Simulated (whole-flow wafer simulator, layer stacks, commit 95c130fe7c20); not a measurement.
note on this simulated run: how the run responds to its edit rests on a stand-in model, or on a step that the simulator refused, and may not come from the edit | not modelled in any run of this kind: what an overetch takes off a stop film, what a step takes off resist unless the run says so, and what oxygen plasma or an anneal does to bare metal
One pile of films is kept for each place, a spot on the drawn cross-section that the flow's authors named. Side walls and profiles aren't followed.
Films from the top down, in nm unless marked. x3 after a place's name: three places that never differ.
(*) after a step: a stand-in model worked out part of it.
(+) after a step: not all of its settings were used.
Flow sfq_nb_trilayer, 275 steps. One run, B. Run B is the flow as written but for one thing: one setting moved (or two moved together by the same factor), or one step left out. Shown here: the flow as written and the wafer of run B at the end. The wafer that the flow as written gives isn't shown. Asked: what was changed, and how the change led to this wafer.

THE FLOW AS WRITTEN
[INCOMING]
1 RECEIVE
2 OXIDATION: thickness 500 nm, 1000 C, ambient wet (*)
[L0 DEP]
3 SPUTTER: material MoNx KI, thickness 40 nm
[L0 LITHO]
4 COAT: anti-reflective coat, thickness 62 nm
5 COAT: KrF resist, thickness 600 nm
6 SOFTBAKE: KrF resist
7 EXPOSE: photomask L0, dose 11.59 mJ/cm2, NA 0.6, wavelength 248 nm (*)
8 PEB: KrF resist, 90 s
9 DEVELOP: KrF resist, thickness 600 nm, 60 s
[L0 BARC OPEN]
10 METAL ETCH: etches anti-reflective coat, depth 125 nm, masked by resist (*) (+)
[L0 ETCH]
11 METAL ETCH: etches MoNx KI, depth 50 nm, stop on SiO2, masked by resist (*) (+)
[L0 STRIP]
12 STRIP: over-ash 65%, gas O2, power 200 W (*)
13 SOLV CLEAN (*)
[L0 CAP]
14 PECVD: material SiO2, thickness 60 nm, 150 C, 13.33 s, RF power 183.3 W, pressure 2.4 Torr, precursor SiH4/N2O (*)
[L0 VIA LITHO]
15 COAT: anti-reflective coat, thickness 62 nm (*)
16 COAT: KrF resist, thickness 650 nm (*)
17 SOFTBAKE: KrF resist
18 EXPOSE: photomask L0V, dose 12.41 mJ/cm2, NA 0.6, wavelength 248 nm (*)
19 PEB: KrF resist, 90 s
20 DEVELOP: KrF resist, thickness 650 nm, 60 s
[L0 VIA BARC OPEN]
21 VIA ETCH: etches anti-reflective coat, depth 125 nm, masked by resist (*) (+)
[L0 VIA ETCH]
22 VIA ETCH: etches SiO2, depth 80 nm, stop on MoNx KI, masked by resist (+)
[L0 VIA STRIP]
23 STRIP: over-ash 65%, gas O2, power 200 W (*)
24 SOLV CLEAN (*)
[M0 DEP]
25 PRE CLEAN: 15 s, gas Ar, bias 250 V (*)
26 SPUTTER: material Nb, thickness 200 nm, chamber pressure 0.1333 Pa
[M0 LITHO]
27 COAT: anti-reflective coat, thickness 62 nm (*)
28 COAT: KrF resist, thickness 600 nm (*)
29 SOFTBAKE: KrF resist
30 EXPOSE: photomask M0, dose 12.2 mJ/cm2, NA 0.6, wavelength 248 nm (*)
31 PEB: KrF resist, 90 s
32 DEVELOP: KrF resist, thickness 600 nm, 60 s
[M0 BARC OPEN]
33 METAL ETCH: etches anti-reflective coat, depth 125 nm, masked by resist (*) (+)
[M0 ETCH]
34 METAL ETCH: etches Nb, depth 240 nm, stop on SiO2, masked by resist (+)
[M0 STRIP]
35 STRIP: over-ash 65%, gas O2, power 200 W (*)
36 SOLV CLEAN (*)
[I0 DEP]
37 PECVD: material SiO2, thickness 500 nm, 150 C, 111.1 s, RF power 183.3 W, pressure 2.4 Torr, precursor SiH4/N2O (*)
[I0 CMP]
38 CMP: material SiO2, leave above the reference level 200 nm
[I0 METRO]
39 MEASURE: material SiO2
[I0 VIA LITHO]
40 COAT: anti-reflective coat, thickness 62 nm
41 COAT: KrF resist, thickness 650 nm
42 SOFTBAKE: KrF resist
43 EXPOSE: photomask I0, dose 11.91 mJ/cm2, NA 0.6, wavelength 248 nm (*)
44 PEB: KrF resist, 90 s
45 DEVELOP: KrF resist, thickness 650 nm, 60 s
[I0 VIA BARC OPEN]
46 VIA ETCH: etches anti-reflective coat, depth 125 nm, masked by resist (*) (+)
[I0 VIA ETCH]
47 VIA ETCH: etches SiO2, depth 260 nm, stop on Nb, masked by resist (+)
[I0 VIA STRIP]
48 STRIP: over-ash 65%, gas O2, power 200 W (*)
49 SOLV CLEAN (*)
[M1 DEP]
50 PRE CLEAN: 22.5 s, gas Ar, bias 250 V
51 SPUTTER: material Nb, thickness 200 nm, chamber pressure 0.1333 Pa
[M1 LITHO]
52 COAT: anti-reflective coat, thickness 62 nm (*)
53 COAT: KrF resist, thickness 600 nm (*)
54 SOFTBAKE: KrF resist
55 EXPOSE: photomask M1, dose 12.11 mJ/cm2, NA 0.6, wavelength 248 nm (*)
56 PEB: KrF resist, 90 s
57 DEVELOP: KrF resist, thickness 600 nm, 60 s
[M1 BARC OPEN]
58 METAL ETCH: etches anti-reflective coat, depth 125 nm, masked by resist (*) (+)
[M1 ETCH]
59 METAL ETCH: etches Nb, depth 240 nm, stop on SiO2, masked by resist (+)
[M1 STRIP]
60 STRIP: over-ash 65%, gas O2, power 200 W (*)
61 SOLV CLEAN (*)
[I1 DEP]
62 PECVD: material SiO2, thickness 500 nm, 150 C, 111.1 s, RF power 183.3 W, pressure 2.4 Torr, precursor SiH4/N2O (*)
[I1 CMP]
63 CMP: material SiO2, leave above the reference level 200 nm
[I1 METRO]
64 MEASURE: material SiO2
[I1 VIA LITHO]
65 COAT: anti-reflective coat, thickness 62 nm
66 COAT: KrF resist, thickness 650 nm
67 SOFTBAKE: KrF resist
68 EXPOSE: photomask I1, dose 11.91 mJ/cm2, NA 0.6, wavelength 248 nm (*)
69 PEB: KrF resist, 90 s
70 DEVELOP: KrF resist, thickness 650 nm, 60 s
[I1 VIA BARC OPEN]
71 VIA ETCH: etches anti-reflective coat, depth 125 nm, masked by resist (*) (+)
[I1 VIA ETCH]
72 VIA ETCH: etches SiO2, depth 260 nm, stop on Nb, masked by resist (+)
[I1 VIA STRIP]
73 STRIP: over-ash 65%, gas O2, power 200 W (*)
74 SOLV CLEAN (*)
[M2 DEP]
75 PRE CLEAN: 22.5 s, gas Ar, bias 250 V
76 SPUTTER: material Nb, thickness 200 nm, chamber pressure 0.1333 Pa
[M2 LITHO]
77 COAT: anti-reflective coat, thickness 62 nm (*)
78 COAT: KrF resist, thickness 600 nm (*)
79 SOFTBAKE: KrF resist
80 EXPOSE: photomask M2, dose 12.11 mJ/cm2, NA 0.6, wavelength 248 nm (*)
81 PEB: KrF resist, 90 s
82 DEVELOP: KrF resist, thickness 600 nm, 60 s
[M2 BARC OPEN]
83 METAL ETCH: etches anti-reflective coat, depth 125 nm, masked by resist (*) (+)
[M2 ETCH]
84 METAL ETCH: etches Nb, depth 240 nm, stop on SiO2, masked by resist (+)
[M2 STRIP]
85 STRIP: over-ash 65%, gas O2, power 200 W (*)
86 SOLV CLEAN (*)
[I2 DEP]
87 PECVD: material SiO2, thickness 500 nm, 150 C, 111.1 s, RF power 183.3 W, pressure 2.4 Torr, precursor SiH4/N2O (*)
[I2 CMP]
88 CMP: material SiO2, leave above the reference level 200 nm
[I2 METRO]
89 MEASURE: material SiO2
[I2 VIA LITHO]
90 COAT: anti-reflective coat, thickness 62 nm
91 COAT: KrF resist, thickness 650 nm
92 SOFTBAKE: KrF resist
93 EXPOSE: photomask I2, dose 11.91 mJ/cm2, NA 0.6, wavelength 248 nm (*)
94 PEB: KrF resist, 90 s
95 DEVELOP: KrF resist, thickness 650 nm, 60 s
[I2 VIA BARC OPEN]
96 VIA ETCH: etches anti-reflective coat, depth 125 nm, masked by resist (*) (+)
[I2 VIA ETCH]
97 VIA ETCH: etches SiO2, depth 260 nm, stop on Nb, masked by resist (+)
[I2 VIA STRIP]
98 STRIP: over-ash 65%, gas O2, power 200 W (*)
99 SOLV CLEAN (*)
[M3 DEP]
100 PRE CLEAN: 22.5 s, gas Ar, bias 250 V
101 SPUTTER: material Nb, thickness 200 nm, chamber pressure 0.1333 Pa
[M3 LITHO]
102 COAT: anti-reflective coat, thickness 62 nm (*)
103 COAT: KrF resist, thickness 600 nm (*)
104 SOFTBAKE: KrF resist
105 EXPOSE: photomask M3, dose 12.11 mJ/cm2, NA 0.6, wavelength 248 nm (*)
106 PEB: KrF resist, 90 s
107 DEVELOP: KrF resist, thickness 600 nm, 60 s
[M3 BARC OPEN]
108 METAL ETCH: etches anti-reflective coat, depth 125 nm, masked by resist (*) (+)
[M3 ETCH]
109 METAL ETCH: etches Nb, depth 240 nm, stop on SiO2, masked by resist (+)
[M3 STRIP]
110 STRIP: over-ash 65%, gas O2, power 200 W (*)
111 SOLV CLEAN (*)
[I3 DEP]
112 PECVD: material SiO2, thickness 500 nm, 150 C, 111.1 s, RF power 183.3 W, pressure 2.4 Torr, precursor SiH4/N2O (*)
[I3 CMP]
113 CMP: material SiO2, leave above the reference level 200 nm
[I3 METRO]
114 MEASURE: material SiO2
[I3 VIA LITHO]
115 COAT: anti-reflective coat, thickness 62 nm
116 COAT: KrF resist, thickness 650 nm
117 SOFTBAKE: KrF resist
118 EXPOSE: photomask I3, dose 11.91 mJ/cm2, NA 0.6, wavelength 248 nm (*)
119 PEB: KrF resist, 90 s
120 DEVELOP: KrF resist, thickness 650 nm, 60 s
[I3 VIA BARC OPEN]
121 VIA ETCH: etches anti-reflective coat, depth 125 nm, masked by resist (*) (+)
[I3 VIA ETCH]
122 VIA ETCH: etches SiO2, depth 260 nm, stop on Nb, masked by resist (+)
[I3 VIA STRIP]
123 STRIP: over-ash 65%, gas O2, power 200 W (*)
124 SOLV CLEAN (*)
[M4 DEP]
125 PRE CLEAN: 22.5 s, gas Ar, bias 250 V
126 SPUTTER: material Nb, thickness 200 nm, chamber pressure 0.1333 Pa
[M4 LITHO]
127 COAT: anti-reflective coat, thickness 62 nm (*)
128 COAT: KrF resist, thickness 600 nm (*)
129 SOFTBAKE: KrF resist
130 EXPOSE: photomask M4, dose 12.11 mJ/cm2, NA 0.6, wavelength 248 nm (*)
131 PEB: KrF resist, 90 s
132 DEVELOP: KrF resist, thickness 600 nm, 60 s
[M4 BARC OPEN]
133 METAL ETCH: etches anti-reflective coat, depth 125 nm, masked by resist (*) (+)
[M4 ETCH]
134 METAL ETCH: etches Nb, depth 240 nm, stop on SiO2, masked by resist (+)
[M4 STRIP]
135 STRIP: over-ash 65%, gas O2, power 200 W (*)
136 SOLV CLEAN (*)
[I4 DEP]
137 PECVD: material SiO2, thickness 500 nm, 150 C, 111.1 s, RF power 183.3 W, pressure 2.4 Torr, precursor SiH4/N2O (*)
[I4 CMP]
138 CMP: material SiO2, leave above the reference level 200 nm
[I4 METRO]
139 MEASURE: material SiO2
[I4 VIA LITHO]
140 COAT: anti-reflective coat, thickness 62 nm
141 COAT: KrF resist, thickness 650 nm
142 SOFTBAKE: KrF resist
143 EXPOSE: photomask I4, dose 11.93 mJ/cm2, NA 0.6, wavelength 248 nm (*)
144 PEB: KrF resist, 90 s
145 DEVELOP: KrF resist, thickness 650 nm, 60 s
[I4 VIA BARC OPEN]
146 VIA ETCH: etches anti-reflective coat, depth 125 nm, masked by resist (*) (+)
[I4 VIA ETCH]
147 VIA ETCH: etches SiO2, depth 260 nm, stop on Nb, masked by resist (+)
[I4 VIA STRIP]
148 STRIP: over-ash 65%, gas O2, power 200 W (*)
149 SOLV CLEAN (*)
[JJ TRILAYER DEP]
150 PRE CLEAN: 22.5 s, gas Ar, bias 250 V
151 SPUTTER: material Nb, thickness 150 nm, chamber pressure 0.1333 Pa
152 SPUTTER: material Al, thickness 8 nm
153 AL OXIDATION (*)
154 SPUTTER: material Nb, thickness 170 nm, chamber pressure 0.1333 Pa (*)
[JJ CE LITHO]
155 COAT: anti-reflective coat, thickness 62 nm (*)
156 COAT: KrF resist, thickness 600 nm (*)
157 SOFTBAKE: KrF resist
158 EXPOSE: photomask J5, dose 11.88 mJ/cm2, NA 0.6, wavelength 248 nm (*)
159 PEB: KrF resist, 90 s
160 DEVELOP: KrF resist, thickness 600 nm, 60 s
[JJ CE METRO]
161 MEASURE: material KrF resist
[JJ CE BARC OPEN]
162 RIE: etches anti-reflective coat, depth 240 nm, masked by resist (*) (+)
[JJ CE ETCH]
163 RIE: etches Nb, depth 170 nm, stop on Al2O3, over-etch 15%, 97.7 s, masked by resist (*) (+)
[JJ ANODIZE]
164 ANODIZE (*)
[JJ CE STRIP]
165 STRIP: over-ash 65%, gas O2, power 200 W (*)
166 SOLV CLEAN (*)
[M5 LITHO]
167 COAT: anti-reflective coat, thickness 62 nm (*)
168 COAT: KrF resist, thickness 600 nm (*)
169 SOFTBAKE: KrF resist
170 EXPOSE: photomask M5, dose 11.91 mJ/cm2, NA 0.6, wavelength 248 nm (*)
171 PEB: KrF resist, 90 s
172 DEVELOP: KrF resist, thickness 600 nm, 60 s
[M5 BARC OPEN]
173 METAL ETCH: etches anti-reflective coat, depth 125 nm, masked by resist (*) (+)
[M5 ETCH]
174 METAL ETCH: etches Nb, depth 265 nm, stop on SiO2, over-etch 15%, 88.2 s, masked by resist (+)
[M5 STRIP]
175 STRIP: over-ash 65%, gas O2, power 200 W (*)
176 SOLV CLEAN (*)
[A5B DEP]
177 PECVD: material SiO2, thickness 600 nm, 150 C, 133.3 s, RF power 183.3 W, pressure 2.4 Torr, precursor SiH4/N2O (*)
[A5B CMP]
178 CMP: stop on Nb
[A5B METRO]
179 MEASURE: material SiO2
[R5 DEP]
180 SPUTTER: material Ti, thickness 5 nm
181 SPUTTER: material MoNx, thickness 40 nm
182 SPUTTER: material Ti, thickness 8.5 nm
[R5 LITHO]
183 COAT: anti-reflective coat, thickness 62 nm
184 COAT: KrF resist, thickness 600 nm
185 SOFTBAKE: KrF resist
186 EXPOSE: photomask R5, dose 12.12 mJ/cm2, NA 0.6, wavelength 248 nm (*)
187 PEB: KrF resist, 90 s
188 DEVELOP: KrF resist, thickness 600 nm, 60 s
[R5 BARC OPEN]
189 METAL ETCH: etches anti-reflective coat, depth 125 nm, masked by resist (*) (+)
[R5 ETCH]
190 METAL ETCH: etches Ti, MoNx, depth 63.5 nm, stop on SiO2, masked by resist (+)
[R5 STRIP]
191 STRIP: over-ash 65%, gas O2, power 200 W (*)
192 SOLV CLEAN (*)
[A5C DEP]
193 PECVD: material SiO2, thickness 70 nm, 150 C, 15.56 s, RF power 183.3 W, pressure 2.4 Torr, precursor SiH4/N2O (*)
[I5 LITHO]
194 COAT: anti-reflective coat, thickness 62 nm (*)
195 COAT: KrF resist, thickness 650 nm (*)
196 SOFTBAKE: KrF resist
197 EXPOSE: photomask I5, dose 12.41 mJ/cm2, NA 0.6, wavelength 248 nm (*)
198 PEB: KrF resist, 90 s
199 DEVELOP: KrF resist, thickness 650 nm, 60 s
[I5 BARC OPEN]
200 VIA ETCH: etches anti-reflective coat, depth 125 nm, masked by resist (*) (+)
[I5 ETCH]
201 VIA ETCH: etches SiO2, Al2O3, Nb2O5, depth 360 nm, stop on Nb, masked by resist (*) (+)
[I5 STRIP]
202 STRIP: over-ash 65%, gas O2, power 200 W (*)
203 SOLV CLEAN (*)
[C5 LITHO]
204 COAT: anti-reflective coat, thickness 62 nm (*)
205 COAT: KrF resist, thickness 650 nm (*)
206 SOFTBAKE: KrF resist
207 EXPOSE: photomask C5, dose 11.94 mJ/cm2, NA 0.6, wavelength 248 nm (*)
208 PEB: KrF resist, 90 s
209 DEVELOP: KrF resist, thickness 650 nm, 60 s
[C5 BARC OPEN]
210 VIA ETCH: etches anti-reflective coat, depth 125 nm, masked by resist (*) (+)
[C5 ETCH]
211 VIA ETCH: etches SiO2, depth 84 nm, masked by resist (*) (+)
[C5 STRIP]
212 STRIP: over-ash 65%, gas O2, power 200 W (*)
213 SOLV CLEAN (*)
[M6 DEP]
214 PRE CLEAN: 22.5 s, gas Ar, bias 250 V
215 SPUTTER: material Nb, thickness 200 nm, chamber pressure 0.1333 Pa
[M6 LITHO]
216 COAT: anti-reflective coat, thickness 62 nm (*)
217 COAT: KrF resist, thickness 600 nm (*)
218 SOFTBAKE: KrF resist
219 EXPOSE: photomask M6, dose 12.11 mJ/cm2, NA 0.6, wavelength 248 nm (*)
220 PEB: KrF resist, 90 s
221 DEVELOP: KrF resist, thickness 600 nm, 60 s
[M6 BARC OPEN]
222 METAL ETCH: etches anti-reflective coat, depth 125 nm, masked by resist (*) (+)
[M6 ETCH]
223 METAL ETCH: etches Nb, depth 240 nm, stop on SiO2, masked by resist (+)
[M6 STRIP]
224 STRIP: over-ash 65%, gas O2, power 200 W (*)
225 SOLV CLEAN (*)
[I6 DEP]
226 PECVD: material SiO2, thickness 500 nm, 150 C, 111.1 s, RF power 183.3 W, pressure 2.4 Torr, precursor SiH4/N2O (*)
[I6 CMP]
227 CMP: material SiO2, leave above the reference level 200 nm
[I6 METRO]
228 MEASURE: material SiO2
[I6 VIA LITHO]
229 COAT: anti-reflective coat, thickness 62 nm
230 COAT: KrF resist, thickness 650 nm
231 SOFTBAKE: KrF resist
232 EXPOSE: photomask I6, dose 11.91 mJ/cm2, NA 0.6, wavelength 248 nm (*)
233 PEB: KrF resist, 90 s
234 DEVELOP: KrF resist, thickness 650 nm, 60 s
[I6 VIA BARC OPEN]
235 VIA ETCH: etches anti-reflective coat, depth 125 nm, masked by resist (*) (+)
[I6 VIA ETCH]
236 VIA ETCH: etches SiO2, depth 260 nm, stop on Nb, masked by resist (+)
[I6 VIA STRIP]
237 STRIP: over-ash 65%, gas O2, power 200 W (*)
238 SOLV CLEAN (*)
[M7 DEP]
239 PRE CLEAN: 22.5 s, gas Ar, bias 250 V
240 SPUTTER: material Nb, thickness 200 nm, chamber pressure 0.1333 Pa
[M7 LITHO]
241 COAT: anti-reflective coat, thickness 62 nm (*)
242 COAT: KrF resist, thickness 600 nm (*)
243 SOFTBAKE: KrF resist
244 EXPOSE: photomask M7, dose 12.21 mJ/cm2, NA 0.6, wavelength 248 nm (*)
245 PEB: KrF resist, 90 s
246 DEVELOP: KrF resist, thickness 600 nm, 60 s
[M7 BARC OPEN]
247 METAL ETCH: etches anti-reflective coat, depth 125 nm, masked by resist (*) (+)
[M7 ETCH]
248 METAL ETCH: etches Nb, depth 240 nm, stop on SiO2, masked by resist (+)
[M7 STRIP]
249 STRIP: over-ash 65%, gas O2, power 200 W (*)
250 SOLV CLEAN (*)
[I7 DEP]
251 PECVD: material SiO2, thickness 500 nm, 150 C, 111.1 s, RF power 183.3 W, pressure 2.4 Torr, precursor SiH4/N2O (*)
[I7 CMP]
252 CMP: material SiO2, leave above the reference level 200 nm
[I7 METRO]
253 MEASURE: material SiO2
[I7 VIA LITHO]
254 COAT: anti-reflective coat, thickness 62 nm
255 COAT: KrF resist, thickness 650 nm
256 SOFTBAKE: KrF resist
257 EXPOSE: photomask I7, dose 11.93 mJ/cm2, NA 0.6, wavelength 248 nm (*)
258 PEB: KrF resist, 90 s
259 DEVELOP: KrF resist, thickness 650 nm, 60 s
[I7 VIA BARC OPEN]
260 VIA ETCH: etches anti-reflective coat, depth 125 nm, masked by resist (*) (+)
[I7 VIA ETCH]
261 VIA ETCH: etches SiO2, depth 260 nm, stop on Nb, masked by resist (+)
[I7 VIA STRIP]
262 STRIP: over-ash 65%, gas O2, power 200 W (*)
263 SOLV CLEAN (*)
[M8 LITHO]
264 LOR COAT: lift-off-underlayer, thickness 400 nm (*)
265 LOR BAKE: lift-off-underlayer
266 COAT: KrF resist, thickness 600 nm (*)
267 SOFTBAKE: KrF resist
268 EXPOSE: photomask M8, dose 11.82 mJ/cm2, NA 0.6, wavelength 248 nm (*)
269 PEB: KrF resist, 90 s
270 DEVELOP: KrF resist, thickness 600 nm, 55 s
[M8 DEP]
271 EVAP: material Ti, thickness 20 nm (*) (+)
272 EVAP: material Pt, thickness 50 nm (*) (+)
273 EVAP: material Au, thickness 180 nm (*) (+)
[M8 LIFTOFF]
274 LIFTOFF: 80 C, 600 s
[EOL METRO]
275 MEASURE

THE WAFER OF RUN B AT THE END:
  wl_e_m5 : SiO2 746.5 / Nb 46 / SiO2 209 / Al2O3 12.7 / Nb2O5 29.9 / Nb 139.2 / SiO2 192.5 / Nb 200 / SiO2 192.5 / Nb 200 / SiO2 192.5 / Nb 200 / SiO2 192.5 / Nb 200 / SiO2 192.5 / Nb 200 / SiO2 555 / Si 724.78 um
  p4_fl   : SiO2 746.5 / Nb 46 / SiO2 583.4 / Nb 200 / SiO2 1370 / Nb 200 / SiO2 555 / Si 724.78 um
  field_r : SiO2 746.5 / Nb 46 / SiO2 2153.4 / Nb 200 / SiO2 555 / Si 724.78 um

The cause: step 223, METAL ETCH: depth 154 nm was run, where the flow has depth 240 nm.

How the change led to this, step by step:
  223 METAL ETCH: etches Nb, depth 240 nm, stop on SiO2, masked by resist (+)
      field_l, gap, moat and 76 more: Nb -154 (as written it would be: Nb -200 (all of it))
      v_sur, via_wl, via_w and 24 more: KrF resist -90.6 (as written it would be: KrF resist -141.2)
  224 STRIP: over-ash 65%, gas O2, power 200 W (*)
      wl_j_sl, wl_j_sr: KrF resist -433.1 (all of it), anti-reflective coat -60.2 (all of it) (as written it would be: KrF resist -382.5 (all of it), anti-reflective coat -60.2 (all of it))
      wl_c_m6, wl_f_m6: KrF resist -432.9 (all of it), anti-reflective coat -62 (all of it) (as written it would be: KrF resist -382.3 (all of it), anti-reflective coat -62 (all of it))
      (and at 23 more places)
  226 PECVD: material SiO2, thickness 500 nm, 150 C, 111.1 s, RF power 183.3 W, pressure 2.4 Torr, precursor SiH4/N2O (*)
      field_l, p4_fl, p4_fm and 62 more: SiO2 +500 (new film) (as written it would be: SiO2 +500)
      moat, field_r, lsp_l, ln_m5, lsp_m: SiO2 +500 (new film) (as written it would be: SiO2 +493.6)
      (and at 9 more places)
  227 CMP: material SiO2, leave above the reference level 200 nm
      field_l, p4_fl, p4_fm and 59 more: SiO2 -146 (as written it would be: SiO2 -100)
      moat, field_r, lsp_l, ln_m5, lsp_m: SiO2 -146 (as written it would be: SiO2 -93.6)
      (and at 8 more places)
Counting metal films that touch as one body, wl_e_m5 has 7 bodies (between them, from the top down: SiO2 209 / Al2O3 12.7 / Nb2O5 29.9; SiO2 192.5; SiO2 192.5; SiO2 192.5; SiO2 192.5; SiO2 192.5); the flow as written gives 6 bodies (between them, from the top down: SiO2 192.5; SiO2 192.5; SiO2 192.5; SiO2 192.5; SiO2 192.5).
Counting metal films that touch as one body, p4_fl has 3 bodies (between them, from the top down: SiO2 583.4; SiO2 1370); the flow as written gives 2 bodies (between them, from the top down: SiO2 1370).
Counting metal films that touch as one body, field_r has 2 bodies (between them, from the top down: SiO2 2153.4); the flow as written gives 1 body.
